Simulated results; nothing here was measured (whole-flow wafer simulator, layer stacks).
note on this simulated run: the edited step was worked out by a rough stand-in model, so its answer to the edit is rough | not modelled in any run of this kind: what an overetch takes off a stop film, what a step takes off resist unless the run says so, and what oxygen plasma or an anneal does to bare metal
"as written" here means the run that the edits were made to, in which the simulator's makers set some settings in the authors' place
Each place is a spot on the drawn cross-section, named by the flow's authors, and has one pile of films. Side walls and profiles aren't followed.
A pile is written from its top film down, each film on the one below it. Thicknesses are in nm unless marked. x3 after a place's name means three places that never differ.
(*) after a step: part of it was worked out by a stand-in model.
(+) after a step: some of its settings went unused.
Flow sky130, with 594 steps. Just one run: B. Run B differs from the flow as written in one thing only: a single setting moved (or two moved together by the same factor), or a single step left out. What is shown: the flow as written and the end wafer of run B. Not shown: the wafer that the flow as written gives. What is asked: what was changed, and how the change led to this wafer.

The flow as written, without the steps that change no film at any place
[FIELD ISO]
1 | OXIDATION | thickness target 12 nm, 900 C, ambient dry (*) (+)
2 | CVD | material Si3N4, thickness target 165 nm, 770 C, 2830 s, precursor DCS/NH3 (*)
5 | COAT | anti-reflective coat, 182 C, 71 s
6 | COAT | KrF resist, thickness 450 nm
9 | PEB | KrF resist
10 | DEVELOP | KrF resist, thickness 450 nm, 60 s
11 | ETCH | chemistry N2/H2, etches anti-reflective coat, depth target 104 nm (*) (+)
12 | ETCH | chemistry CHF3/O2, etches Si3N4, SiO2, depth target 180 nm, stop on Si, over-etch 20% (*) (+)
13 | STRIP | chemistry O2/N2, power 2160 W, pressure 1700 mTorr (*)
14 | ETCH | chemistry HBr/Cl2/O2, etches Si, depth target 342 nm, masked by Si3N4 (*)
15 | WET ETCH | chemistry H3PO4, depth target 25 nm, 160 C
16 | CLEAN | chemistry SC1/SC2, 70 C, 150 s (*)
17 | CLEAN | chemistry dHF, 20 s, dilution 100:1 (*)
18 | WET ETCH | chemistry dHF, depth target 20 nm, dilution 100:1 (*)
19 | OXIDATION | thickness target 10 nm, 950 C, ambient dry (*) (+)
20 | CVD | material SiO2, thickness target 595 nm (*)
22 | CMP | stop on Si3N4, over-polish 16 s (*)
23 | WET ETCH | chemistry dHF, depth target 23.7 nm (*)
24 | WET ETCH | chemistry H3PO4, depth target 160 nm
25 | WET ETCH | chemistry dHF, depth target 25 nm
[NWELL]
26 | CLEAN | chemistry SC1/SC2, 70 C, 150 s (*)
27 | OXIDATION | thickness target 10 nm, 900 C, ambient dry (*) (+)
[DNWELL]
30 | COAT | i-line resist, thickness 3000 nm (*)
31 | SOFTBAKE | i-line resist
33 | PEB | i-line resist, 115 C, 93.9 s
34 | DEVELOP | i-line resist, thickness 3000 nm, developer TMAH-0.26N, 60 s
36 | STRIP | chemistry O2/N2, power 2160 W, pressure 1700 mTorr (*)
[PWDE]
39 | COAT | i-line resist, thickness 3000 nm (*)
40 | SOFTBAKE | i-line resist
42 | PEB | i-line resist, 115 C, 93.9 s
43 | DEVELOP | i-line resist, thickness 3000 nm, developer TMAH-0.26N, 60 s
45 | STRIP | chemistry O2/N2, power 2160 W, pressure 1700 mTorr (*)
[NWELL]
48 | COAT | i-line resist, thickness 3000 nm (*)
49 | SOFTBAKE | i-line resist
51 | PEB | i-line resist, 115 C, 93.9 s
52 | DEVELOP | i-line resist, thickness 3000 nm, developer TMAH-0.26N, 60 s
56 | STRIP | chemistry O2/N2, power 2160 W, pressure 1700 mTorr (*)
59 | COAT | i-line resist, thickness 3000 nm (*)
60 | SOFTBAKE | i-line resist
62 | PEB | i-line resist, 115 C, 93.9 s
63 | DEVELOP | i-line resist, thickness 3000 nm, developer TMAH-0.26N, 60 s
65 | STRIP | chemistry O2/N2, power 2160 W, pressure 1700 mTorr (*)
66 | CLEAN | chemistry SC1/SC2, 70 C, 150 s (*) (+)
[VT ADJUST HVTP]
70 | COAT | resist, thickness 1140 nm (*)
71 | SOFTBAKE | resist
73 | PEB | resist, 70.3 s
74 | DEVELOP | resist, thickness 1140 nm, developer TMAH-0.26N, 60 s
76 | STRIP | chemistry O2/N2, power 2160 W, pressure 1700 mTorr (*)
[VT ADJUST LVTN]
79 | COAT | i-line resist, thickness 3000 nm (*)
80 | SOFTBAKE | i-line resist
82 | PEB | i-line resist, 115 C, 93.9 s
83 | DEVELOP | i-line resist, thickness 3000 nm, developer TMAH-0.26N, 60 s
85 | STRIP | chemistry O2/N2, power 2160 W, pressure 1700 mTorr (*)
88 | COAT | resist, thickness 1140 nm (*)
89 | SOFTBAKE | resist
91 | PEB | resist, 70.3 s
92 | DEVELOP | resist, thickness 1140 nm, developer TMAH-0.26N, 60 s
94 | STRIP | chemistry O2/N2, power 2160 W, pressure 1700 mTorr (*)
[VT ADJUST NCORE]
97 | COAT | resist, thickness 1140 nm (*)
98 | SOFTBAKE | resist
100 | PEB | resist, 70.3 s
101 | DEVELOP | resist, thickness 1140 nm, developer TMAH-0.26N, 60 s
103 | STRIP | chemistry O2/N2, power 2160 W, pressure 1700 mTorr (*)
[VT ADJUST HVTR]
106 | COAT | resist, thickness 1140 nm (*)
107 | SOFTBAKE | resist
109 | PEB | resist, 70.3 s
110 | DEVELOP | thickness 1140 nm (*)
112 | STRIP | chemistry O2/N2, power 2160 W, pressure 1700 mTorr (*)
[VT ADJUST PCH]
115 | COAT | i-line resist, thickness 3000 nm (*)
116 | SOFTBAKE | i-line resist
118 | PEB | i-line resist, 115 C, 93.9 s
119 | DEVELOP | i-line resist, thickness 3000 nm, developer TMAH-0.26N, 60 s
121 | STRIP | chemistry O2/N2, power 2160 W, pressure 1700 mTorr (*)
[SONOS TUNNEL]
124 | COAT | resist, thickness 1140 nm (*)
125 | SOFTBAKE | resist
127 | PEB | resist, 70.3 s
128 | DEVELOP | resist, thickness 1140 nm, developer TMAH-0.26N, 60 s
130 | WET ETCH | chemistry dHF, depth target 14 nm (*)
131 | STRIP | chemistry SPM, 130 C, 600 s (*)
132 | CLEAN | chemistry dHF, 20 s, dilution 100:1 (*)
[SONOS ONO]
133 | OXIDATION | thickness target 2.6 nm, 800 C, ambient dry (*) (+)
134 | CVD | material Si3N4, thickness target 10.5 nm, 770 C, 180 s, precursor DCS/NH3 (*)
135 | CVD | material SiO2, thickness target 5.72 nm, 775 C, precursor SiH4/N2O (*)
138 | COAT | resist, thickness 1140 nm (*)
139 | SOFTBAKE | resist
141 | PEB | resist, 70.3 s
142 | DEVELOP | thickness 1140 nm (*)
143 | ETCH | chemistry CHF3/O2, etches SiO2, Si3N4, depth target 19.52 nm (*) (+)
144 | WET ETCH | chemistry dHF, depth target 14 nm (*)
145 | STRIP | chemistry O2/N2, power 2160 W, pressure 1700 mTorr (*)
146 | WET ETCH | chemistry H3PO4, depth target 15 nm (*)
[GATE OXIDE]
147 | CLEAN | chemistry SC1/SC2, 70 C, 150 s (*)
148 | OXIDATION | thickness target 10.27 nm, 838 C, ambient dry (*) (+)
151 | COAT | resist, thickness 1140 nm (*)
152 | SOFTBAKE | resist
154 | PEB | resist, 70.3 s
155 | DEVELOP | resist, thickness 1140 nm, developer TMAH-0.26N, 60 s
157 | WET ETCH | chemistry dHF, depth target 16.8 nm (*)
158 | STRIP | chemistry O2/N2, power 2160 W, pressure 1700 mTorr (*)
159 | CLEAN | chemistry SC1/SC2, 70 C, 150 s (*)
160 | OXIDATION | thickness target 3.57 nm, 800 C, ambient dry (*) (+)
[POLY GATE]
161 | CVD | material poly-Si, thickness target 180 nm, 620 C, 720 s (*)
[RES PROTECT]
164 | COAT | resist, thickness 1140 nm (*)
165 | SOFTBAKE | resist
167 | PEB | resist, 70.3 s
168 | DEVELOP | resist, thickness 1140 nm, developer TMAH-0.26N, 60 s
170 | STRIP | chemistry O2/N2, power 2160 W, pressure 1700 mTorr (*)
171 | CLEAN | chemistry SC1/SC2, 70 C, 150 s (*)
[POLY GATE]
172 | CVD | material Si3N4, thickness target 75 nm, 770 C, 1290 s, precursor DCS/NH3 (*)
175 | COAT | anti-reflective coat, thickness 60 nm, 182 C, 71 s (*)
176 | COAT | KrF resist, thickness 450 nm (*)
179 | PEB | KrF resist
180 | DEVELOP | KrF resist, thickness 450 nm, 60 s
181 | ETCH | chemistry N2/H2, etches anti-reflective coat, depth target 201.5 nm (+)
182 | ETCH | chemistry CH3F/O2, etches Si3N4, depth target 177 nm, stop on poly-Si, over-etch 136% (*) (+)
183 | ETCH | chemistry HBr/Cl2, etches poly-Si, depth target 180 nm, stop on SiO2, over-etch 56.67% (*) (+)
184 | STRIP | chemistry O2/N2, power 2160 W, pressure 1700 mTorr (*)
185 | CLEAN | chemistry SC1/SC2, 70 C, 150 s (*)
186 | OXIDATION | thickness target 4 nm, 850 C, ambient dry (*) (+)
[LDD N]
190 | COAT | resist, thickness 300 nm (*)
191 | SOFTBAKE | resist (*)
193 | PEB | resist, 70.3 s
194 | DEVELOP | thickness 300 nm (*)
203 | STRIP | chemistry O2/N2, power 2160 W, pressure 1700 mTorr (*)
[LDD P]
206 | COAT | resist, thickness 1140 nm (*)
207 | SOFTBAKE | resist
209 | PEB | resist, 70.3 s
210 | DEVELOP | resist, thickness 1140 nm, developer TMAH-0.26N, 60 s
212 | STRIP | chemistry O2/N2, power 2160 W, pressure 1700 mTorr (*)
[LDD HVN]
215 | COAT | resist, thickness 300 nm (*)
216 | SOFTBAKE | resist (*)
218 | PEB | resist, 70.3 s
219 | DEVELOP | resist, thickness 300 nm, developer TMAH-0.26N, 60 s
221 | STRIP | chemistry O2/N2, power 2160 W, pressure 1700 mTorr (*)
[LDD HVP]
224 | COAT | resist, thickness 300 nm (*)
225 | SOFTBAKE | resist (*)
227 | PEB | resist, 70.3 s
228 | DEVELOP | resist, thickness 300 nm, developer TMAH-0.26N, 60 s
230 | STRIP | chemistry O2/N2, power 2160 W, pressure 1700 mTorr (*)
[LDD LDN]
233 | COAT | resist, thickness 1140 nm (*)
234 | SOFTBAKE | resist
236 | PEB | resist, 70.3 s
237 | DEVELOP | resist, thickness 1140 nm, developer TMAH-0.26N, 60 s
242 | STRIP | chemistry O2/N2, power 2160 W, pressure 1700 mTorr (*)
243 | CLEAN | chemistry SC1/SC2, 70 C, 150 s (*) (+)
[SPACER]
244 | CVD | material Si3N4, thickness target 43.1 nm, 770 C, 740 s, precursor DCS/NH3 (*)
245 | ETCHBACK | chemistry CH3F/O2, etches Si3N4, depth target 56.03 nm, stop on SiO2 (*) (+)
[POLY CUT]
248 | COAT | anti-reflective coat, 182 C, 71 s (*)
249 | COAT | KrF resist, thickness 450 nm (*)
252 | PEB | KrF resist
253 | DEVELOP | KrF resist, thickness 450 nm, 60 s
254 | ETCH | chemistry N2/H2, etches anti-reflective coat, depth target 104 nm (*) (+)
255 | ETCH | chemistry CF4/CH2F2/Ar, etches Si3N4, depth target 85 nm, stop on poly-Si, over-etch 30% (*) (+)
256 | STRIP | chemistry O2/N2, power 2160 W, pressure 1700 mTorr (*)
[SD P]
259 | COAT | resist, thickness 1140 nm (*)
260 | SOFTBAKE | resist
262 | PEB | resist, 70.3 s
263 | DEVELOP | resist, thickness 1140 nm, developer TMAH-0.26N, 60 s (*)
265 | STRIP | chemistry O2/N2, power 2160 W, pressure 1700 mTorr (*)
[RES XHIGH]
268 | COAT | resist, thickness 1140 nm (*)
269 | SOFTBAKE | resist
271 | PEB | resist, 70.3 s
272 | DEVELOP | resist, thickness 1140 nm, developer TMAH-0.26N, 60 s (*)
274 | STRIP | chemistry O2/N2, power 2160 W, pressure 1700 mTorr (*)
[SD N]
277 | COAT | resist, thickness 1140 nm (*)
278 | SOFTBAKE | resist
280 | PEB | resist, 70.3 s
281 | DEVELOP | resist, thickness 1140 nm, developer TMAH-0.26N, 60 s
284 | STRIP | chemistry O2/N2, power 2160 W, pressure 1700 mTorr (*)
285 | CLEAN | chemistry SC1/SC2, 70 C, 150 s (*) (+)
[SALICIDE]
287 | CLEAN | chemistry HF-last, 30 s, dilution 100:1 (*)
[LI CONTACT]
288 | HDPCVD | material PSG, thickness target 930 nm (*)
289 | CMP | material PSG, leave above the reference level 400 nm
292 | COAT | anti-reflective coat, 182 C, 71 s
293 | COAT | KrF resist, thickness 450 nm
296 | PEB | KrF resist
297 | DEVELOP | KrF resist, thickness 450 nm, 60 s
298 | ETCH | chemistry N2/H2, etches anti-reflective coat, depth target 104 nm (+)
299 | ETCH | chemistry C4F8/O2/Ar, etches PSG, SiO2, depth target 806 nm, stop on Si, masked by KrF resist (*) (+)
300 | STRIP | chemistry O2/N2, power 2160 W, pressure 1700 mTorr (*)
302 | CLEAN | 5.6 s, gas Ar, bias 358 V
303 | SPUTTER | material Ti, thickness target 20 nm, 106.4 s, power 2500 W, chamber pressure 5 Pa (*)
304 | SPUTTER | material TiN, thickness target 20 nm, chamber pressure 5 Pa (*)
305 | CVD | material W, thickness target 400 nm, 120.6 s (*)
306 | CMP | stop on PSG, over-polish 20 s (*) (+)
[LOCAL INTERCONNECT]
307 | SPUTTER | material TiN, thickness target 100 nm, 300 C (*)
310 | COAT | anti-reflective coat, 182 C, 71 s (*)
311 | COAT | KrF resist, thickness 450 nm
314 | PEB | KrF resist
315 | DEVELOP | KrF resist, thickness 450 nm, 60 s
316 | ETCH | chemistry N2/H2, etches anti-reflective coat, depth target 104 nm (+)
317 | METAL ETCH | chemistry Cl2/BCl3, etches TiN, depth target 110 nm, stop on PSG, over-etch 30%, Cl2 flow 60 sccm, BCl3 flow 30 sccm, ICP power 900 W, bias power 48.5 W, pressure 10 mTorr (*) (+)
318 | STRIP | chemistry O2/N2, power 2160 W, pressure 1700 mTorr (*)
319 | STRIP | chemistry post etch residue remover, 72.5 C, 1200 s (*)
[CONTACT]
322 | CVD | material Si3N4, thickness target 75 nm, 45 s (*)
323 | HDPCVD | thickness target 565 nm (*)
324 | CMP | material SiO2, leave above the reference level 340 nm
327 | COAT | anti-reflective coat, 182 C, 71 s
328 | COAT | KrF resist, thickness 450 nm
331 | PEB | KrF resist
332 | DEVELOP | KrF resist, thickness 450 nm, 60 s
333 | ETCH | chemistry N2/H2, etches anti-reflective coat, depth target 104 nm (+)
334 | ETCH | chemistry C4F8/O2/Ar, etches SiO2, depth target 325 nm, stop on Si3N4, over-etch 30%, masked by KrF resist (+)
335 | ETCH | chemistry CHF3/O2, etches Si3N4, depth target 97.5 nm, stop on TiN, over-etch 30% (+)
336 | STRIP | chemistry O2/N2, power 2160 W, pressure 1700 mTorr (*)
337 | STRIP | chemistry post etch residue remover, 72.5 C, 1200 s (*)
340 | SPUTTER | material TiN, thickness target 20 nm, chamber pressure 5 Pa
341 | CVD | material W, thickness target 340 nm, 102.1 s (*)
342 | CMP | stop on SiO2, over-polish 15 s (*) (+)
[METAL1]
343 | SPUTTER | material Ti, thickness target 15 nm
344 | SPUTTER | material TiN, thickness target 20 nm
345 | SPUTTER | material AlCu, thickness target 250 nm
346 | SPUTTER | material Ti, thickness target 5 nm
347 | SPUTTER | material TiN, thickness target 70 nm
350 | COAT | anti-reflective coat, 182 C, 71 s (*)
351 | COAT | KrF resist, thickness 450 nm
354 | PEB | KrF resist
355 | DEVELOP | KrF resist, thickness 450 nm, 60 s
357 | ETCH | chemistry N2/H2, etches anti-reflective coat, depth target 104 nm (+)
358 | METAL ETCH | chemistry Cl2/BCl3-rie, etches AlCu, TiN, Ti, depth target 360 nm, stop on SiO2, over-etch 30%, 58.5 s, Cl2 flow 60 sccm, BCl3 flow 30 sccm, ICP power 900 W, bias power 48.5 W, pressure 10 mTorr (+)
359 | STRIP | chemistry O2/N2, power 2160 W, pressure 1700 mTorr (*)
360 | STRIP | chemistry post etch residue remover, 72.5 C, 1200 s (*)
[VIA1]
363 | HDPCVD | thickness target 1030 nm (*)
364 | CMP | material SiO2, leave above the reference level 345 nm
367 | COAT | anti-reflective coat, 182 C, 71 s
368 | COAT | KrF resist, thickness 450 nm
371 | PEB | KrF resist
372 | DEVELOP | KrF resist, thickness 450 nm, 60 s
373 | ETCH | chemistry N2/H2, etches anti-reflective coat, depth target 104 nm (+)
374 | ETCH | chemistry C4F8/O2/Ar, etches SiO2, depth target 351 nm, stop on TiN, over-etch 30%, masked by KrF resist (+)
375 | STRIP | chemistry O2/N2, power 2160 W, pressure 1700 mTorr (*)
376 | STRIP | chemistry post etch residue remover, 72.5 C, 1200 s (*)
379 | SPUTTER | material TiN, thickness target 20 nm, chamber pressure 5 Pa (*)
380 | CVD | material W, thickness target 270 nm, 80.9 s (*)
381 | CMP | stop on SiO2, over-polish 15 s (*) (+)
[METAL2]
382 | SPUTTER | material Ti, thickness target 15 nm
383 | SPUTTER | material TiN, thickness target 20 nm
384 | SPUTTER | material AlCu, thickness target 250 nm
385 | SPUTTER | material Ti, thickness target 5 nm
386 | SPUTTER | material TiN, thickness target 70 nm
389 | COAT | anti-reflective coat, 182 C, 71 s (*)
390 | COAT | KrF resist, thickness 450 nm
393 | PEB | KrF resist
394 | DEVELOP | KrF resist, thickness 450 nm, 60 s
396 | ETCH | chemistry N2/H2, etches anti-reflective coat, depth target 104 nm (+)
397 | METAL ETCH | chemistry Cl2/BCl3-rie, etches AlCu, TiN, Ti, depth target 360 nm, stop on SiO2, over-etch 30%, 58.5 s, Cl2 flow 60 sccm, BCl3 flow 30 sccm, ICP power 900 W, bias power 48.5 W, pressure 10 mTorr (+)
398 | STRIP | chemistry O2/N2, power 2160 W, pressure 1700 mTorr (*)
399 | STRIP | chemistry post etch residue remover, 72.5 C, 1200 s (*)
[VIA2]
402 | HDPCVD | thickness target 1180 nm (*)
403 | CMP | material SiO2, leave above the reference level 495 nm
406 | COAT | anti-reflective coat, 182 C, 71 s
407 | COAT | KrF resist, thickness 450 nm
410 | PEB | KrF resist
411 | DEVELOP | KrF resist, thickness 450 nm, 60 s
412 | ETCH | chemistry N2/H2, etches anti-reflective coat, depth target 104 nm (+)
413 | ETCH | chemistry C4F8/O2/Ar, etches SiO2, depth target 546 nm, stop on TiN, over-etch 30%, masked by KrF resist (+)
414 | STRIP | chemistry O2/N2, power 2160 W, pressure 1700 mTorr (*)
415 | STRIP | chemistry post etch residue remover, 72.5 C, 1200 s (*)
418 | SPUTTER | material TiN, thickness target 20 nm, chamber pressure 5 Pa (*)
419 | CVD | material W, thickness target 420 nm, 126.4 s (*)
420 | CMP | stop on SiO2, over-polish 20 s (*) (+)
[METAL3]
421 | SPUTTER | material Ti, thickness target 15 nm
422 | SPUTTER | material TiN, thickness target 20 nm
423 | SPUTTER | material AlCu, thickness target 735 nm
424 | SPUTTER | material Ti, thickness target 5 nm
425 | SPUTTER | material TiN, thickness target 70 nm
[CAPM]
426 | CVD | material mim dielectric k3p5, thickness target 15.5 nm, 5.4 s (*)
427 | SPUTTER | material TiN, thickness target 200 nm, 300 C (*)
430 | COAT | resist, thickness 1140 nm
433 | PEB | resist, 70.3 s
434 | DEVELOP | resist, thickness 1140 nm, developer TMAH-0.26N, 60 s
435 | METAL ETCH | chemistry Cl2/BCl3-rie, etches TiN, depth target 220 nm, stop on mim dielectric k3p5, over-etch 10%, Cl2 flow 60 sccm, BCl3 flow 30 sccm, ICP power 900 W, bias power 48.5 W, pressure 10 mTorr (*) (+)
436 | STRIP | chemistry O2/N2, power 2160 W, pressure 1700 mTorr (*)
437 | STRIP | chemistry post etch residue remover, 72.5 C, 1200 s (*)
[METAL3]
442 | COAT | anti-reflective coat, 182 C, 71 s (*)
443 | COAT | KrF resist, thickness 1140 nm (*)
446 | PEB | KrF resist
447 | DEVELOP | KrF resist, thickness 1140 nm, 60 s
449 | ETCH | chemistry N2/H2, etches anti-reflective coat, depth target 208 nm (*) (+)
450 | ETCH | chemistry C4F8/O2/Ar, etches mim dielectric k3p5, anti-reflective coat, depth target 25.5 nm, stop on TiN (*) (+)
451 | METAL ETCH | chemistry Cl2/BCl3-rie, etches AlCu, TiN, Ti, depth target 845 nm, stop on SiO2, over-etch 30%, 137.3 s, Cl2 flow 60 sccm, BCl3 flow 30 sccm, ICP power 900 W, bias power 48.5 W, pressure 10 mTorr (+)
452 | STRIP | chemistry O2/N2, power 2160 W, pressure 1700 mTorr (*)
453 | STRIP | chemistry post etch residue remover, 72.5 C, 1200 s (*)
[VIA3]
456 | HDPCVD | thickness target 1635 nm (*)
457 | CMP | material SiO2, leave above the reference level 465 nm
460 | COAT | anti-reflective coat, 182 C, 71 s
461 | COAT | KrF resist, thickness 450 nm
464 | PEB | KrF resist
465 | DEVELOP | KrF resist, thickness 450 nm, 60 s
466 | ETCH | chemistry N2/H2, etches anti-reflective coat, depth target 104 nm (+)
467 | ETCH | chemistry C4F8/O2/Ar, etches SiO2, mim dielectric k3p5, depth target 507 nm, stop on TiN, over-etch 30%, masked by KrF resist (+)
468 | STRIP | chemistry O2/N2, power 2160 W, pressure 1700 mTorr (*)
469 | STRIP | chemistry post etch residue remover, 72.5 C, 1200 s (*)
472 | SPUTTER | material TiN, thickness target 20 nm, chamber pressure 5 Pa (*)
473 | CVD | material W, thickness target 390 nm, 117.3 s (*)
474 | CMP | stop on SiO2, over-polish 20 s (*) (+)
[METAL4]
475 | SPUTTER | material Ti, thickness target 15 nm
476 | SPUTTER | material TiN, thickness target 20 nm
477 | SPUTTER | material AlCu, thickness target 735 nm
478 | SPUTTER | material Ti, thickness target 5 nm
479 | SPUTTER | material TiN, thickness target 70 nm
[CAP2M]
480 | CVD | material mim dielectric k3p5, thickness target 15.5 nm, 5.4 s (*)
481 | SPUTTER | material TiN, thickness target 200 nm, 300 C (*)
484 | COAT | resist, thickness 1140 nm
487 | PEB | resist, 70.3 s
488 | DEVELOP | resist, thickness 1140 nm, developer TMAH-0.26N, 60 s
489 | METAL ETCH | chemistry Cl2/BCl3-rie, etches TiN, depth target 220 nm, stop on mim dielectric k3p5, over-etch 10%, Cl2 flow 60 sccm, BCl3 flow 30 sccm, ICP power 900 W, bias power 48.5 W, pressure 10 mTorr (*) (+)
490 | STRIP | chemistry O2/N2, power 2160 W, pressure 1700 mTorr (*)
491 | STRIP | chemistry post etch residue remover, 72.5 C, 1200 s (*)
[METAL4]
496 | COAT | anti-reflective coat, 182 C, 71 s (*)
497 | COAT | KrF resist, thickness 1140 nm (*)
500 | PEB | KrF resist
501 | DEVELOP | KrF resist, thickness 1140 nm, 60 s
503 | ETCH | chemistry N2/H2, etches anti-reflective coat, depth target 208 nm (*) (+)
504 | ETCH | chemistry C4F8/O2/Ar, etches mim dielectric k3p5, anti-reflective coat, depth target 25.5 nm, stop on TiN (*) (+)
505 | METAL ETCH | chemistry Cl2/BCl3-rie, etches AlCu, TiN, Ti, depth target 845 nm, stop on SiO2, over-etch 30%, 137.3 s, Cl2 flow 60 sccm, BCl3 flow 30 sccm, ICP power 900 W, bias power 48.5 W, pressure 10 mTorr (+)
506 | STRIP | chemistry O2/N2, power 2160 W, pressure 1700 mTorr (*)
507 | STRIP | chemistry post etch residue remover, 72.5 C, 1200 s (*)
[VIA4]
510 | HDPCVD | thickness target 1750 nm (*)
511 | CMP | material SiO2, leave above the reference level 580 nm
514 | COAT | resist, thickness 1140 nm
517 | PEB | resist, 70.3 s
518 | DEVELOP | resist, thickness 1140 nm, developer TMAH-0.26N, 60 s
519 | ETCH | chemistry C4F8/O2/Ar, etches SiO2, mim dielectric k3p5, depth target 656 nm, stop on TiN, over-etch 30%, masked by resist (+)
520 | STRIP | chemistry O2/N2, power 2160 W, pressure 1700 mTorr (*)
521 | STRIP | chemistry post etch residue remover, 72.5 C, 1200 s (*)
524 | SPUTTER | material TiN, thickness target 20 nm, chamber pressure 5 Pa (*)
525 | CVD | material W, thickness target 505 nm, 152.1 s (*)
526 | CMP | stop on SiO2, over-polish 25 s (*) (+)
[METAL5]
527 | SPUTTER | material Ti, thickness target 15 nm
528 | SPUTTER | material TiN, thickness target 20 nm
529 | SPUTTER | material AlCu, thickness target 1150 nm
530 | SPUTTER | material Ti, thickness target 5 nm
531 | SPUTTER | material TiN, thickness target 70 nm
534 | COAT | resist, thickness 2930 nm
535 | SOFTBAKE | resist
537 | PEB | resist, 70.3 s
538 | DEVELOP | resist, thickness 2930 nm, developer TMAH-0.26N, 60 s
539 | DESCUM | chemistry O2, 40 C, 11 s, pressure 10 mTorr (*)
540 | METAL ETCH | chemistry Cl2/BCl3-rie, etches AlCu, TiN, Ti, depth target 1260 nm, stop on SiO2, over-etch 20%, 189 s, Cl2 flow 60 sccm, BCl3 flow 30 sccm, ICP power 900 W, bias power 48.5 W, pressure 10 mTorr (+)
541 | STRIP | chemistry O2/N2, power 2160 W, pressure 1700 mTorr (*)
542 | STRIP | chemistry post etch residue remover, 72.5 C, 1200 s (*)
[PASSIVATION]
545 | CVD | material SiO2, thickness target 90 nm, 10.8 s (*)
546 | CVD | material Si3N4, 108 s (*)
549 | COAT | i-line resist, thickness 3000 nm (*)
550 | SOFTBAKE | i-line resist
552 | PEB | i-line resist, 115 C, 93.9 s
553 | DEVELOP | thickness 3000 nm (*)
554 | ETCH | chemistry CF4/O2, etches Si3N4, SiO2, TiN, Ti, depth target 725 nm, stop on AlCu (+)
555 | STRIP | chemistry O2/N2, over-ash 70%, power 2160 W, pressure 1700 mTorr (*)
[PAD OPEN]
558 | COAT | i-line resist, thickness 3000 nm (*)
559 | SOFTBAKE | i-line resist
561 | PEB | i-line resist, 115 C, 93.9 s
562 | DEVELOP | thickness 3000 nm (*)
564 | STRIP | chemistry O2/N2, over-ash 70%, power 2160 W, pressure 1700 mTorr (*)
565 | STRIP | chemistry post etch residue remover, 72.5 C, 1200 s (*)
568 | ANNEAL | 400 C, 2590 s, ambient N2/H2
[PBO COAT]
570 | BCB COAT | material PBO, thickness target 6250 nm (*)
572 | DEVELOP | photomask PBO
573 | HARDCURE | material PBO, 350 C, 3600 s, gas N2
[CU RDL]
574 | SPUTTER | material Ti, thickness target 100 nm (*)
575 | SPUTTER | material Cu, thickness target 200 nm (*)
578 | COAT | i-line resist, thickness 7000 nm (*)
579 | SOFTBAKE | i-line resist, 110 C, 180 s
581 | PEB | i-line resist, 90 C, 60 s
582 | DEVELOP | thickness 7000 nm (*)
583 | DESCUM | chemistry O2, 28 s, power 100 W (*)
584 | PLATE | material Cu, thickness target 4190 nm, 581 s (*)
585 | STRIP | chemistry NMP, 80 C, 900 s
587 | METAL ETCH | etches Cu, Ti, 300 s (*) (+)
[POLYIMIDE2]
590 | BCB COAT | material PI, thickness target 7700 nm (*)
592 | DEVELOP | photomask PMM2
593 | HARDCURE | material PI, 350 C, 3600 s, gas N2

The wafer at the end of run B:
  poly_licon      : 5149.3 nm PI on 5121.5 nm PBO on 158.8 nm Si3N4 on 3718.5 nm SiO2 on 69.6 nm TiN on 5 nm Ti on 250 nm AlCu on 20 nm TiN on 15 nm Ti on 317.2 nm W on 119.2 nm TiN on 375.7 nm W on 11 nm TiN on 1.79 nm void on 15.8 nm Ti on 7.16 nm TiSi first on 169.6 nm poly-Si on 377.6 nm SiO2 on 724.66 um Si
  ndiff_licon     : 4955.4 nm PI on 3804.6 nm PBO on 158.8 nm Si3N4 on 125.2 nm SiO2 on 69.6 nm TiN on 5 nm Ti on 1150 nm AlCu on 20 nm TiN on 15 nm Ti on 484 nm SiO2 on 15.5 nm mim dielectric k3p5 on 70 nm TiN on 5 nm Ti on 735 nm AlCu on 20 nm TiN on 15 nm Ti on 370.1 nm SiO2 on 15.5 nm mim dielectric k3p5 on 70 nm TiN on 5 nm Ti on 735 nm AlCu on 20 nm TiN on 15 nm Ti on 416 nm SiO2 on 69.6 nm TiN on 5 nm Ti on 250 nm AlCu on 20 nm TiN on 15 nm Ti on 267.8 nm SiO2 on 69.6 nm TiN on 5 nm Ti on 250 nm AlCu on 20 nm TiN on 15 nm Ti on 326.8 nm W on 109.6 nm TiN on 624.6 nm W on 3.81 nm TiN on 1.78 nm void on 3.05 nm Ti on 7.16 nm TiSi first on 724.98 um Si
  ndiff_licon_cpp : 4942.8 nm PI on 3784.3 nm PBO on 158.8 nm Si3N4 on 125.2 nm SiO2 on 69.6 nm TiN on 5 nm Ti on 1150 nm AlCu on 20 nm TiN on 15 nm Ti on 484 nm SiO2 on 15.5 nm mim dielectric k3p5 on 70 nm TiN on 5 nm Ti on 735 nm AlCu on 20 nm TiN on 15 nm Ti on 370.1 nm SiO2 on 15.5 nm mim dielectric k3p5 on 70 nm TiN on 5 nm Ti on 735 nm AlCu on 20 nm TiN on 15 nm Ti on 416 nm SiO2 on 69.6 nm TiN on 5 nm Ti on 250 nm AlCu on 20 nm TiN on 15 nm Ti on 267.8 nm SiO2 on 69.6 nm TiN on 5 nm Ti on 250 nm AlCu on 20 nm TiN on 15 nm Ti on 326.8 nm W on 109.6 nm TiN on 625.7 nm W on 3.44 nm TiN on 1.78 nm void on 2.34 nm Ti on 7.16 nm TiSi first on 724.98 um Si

The reason: step 304, SPUTTER: thickness target 11 nm was run, whereas the flow has thickness target 20 nm.
The wafer lets one read it off: poly_licon has TiN 11, and step 304 as written asks for 20 nm.

How this came from the change, step by step:
  304 | SPUTTER | material TiN, thickness target 20 nm, chamber pressure 5 Pa (*)
      field, active, n_well and 185 more: +11 TiN (new film) (as written it would have been: +20 TiN (new film))
      ndiff_licon: +3.81 TiN (new film) (as written it would have been: +6.83 TiN (new film))
      (as well as at 2 more places)
  306 | CMP | stop on PSG, over-polish 20 s (*) (+)
      field, active, n_well and 184 more: -400 W (all of it), -11 TiN (all of it), -20 Ti (all of it), -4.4 PSG (as written it would have been: -400 W (all of it), -20 TiN (all of it), -20 Ti (all of it), -4.4 PSG)
      ndiff_licon, ndiff_licon_cpp, rpo_hd_licon: -435.9 W (as written it would have been: -444.9 W)
      (as well as at 1 more place)
